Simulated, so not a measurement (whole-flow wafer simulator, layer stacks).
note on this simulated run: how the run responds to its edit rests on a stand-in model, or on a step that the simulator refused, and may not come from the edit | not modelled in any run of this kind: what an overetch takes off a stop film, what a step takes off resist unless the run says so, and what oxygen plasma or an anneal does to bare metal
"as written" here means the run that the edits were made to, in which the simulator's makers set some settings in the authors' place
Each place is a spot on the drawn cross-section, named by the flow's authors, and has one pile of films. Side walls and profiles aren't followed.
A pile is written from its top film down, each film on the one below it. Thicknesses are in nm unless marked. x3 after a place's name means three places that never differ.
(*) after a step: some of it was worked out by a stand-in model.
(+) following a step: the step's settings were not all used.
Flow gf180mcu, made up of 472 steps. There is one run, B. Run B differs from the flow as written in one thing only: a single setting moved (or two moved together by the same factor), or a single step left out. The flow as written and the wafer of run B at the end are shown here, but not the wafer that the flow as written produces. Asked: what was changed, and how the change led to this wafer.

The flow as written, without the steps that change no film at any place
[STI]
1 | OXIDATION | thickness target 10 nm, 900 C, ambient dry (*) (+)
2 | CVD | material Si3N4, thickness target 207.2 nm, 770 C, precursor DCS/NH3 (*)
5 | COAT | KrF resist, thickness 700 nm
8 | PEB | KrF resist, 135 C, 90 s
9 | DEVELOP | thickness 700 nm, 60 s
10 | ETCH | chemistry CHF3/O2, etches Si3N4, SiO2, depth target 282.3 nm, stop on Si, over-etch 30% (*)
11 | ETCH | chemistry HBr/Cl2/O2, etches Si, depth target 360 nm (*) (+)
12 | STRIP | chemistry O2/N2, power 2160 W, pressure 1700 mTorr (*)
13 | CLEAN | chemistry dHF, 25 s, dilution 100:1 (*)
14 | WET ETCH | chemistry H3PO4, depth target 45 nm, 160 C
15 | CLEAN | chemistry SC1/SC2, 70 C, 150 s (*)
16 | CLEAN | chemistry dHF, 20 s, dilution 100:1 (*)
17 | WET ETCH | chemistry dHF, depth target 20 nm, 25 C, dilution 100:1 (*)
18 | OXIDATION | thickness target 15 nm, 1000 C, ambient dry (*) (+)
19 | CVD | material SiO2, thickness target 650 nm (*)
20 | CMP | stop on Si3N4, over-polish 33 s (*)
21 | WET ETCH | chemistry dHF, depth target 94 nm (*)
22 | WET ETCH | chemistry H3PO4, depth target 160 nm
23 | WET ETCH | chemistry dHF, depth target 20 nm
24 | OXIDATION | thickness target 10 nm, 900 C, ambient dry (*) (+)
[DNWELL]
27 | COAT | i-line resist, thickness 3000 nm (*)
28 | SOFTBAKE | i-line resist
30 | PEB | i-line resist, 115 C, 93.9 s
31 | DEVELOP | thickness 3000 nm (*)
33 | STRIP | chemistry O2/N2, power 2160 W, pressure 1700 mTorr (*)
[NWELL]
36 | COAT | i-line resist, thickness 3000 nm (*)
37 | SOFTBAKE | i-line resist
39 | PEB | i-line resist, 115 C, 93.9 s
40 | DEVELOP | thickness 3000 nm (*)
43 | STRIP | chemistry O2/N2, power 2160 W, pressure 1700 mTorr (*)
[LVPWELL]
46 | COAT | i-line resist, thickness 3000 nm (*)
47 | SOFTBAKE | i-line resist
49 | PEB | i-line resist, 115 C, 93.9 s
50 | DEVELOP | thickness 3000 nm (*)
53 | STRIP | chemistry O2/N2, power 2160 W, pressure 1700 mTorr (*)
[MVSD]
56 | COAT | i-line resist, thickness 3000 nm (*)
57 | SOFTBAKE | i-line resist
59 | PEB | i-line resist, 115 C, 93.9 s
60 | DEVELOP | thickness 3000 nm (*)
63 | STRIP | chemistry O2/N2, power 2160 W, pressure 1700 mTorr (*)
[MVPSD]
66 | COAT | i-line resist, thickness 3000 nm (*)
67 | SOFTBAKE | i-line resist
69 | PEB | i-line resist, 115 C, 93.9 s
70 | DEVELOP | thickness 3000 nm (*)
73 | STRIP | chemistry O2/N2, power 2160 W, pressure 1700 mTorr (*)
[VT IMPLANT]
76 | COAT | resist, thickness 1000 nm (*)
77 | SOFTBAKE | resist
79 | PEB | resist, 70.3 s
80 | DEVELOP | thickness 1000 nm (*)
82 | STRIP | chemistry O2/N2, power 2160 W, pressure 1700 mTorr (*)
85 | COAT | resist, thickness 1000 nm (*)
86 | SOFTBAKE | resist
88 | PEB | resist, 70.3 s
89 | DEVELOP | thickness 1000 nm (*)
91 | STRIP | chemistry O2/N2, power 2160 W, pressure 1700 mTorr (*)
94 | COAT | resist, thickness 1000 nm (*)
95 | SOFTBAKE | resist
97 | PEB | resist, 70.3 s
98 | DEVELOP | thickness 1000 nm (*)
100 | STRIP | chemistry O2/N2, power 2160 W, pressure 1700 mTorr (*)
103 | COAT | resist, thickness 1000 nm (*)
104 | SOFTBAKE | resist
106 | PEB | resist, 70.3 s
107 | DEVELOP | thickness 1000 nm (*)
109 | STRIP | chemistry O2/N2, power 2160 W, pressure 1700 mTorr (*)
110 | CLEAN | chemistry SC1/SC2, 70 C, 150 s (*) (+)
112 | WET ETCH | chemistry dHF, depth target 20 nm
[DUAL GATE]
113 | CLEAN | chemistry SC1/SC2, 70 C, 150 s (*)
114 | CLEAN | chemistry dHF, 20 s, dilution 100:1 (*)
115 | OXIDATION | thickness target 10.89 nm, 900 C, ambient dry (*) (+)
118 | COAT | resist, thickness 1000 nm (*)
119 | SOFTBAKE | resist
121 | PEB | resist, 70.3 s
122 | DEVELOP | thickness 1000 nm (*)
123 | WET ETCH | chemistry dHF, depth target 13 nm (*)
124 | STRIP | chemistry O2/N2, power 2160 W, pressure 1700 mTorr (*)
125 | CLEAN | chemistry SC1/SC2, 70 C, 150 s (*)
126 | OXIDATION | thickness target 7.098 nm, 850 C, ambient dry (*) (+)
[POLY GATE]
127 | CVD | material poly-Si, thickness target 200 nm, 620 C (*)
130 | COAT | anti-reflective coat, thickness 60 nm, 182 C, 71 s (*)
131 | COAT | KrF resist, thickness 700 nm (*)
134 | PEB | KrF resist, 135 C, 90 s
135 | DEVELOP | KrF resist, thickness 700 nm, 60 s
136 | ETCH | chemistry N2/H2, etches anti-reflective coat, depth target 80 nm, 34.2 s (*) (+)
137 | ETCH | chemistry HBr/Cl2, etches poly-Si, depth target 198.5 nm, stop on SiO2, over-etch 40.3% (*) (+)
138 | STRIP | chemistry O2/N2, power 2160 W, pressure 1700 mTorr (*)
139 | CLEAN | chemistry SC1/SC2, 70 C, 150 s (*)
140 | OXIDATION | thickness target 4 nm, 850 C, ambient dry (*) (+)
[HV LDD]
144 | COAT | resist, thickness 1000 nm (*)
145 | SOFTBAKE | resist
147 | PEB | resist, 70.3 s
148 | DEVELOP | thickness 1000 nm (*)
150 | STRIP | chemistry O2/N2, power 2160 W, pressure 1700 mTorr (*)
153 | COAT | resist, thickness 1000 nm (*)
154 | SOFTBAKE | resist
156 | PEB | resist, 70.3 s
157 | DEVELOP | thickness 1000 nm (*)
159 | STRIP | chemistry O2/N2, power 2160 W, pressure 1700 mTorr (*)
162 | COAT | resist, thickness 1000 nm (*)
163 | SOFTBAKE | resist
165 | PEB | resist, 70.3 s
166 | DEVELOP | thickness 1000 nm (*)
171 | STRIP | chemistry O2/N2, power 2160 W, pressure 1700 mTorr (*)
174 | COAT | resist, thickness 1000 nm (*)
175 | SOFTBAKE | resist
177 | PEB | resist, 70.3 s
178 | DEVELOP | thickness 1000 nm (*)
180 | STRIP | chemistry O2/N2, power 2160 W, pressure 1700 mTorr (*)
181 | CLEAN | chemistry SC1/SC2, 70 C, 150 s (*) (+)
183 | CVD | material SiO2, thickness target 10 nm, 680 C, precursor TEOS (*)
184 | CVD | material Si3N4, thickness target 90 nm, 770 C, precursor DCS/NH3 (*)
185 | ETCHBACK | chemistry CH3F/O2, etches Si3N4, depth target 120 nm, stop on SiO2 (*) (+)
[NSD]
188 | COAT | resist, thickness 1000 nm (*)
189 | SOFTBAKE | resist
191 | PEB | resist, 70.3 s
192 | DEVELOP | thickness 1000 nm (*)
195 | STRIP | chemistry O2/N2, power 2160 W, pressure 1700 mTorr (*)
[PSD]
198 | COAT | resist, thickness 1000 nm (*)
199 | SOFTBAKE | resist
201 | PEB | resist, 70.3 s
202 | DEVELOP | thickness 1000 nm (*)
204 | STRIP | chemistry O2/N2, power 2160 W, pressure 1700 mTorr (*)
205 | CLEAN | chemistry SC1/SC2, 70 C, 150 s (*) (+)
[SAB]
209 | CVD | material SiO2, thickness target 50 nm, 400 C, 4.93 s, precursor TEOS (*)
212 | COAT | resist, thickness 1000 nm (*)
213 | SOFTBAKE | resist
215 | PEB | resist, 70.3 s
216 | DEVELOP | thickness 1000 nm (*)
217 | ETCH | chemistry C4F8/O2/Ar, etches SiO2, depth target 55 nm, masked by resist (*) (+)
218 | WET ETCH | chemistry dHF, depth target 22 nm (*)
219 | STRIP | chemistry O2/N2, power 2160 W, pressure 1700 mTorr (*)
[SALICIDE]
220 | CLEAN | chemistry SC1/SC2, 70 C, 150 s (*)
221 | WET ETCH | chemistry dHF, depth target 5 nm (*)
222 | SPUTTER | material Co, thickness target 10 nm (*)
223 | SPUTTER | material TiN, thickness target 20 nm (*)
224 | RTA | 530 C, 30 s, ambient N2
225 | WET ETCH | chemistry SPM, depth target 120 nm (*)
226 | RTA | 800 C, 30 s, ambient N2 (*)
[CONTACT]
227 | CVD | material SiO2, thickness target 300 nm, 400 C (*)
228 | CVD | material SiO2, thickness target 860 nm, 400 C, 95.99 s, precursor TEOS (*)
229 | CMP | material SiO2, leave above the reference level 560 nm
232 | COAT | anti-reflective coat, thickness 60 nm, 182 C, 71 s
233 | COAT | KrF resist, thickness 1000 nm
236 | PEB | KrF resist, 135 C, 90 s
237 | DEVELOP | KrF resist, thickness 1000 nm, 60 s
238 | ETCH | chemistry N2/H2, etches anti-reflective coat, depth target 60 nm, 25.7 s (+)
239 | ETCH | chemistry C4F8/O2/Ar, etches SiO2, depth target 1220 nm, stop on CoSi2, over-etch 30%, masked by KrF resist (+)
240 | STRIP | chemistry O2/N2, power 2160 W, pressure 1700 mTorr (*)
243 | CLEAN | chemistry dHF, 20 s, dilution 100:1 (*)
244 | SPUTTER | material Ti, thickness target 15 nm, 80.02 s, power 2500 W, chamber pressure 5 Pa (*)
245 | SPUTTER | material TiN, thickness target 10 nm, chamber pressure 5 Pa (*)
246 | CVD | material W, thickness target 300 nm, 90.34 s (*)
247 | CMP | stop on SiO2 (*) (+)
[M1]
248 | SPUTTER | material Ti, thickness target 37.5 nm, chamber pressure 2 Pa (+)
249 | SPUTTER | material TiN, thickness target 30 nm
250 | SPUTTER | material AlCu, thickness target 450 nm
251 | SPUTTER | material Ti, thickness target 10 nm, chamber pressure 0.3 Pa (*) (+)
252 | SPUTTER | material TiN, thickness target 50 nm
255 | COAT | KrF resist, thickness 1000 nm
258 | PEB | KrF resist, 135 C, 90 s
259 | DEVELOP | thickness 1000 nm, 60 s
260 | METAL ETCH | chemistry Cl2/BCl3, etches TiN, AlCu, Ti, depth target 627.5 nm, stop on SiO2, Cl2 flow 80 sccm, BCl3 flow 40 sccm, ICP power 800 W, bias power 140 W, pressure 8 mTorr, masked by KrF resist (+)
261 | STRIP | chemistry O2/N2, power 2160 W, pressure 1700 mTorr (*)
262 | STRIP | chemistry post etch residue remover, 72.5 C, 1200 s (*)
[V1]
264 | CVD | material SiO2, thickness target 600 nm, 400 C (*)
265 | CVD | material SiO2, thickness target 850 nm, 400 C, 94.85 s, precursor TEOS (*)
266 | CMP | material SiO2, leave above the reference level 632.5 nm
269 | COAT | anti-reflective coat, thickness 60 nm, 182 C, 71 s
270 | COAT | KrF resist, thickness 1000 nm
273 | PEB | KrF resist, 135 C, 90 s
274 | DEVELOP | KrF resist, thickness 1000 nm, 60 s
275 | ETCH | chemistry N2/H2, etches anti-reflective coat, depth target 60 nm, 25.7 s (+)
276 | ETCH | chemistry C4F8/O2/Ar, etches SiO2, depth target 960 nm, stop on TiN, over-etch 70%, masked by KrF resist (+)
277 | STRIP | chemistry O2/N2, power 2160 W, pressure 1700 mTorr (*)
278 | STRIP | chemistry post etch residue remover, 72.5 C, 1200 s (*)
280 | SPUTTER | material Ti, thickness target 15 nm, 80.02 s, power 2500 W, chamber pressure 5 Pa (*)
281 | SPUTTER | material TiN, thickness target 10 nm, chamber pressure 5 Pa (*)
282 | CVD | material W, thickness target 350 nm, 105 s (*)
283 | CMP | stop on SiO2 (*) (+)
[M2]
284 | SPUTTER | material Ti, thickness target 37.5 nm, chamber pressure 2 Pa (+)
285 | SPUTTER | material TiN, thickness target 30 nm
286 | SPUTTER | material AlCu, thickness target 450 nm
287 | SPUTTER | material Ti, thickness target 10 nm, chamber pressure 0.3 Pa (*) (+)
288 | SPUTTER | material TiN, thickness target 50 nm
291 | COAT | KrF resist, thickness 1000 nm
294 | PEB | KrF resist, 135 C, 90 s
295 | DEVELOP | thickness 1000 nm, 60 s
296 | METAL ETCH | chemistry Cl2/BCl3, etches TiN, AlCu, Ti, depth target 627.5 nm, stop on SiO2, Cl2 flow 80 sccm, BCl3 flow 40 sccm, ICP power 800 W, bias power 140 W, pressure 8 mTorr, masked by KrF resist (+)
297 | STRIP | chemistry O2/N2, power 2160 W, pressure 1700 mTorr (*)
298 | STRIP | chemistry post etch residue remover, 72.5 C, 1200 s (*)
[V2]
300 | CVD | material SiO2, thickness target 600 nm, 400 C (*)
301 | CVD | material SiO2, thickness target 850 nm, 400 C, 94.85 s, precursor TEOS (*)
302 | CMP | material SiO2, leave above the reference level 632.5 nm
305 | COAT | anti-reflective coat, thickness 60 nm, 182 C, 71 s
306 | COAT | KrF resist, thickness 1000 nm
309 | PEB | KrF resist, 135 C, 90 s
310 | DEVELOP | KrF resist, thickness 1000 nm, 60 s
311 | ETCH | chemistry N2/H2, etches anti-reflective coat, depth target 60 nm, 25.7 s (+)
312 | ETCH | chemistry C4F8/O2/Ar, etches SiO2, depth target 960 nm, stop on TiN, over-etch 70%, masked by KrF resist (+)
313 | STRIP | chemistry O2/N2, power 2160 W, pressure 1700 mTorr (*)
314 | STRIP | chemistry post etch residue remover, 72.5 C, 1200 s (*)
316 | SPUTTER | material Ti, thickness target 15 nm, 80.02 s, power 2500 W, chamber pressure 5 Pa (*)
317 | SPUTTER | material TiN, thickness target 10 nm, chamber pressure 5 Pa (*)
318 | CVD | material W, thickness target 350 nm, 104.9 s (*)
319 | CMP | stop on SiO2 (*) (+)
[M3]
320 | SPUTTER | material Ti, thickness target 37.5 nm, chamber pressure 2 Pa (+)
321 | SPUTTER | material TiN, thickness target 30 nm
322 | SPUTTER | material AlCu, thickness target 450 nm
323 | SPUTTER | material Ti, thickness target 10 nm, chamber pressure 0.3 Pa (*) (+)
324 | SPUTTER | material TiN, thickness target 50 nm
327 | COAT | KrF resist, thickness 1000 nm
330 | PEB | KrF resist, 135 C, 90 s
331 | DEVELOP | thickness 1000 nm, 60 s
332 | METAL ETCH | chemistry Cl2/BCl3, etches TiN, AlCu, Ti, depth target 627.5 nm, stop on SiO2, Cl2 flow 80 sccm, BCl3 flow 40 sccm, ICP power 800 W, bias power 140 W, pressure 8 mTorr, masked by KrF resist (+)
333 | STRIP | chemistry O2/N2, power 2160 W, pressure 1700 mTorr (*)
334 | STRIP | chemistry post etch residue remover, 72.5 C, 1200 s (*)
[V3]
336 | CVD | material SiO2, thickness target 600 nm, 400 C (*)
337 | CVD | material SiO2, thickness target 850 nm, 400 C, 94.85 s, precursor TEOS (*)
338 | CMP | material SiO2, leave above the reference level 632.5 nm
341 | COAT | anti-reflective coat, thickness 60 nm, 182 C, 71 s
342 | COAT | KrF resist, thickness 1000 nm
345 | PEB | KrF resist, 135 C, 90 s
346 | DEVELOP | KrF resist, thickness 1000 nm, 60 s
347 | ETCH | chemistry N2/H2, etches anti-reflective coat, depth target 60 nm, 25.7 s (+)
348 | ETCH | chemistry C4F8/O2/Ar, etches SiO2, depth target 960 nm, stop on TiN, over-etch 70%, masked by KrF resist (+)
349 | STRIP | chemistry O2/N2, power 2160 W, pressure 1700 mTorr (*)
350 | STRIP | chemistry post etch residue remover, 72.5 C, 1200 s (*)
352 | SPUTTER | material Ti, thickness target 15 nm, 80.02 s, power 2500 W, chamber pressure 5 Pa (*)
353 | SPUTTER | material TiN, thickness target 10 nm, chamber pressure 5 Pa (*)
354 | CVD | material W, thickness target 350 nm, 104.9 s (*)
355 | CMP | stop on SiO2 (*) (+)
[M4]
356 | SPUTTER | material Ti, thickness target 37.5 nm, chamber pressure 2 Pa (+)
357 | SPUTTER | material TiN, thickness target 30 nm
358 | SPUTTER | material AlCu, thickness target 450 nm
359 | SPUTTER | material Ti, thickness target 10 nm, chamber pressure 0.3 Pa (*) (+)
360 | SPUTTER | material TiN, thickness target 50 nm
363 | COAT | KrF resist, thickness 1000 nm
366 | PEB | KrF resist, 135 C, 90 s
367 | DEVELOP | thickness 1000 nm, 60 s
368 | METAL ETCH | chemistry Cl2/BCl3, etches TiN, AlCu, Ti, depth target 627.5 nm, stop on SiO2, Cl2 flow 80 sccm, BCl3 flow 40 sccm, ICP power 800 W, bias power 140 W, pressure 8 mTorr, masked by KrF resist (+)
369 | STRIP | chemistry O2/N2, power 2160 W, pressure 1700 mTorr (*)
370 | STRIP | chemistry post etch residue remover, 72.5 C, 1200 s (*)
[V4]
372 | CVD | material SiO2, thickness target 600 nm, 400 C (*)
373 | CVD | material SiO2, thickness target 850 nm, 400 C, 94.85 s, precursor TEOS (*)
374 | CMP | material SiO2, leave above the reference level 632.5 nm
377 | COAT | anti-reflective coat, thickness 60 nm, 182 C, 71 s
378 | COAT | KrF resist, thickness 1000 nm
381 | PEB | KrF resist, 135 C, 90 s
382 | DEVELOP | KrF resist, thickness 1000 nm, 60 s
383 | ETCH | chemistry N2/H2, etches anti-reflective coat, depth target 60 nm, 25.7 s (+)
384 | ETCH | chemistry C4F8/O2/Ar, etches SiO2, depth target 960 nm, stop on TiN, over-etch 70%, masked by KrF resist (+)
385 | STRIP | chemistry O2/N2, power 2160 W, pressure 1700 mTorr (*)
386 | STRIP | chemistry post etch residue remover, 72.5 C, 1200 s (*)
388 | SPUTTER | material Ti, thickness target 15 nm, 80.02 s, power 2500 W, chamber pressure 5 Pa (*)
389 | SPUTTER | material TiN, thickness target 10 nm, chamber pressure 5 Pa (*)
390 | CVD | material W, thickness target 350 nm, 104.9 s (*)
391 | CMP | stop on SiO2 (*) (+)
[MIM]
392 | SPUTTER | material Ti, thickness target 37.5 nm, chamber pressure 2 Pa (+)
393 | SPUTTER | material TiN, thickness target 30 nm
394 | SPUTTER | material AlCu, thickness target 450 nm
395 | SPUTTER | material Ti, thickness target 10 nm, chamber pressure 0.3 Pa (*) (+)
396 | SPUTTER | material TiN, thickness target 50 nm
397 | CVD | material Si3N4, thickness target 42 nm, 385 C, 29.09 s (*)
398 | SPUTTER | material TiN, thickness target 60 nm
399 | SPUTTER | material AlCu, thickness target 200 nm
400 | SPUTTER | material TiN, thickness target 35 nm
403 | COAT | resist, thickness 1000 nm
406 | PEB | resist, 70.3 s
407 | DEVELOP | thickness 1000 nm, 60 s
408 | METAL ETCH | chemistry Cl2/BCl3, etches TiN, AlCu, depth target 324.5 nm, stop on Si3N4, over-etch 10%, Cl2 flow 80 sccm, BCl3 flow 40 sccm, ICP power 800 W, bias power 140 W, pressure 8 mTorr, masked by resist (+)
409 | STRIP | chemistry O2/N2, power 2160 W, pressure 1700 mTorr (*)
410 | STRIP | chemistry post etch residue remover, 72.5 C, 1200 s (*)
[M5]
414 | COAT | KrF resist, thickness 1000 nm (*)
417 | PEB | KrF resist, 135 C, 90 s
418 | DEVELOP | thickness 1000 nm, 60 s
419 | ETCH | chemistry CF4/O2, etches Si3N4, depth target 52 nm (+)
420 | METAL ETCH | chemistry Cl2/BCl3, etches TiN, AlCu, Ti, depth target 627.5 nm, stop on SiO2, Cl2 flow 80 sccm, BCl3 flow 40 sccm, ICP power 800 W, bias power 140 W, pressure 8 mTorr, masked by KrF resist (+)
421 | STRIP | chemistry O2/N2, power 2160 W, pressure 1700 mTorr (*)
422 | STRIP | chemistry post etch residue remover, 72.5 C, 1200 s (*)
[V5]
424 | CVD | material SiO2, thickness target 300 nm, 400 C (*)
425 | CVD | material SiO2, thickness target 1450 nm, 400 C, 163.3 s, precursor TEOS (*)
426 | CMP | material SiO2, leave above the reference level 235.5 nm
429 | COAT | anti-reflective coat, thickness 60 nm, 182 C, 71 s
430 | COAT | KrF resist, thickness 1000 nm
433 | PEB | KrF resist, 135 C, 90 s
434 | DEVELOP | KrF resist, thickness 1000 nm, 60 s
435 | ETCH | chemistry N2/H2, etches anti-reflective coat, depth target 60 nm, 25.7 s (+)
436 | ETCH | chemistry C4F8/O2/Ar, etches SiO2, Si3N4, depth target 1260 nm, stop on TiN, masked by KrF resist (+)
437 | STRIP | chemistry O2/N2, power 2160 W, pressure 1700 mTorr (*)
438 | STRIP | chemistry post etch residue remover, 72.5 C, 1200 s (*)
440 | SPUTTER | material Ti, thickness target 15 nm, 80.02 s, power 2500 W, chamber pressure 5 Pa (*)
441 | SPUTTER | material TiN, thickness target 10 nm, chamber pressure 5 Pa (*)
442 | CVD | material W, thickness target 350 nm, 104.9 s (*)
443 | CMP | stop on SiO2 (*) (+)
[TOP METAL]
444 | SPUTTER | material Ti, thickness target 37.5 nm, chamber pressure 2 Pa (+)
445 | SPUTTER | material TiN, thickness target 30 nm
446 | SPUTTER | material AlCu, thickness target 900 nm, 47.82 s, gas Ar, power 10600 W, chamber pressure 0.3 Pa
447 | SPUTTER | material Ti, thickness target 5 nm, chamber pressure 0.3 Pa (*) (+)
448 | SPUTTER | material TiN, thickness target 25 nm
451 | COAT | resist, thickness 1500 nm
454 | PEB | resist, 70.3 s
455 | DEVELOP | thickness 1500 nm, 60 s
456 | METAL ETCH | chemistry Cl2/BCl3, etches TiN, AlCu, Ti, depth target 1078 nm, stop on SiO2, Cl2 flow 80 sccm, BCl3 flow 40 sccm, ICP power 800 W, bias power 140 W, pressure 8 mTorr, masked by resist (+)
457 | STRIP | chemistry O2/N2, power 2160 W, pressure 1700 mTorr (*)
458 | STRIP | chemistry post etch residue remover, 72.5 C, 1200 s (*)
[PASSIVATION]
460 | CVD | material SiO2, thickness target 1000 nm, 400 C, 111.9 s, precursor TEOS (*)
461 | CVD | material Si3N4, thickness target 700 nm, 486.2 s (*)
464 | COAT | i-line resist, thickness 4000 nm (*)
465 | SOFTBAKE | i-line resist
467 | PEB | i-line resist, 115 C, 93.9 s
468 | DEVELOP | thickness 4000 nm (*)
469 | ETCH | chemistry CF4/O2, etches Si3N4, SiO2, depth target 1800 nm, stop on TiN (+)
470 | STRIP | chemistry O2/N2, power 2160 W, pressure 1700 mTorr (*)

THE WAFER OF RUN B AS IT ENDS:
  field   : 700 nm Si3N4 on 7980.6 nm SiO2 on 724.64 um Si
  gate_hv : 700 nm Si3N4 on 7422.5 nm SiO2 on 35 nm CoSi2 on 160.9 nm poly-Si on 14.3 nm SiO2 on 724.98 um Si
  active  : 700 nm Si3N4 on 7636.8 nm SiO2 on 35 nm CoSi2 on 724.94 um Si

Cause: step 338, CMP: leave above the reference level 385.8 nm was run, whereas the flow has leave above the reference level 632.5 nm.

How this came from the change, step by step:
  338 | CMP | material SiO2, leave above the reference level 632.5 nm
      field, field__w1, field__w2 and 103 more: SiO2 loses 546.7 (as written it would have been: SiO2 loses 300)
      field__w8, contact, m1, m1__w1, m1_nw: SiO2 loses 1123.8 (as written it would have been: SiO2 loses 877.1)
  348 | ETCH | chemistry C4F8/O2/Ar, etches SiO2, depth target 960 nm, stop on TiN, over-etch 70%, masked by KrF resist (+)
      field, field__w1, field__w2 and 107 more: KrF resist loses 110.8 (as written it would have been: KrF resist loses 192)
      contact: SiO2 loses 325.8 (all of it) (as written it would have been: SiO2 loses 572.5 (all of it))
  349 | STRIP | chemistry O2/N2, power 2160 W, pressure 1700 mTorr (*)
      field, field__w1, field__w2 and 107 more: KrF resist loses 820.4 (all of it), anti-reflective coat loses 60 (all of it) (as written it would have been: KrF resist loses 739.2 (all of it), anti-reflective coat loses 60 (all of it))
  352 | SPUTTER | material Ti, thickness target 15 nm, 80.02 s, power 2500 W, chamber pressure 5 Pa (*)
      contact: Ti gains 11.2 (new film) (as written it would have been: Ti gains 9.65 (new film))
  353 | SPUTTER | material TiN, thickness target 10 nm, chamber pressure 5 Pa (*)
      contact: TiN gains 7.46 (new film) (as written it would have been: TiN gains 6.4 (new film))
  354 | CVD | material W, thickness target 350 nm, 104.9 s (*)
      contact: W gains 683 (new film) (as written it would have been: W gains 932.3 (new film))
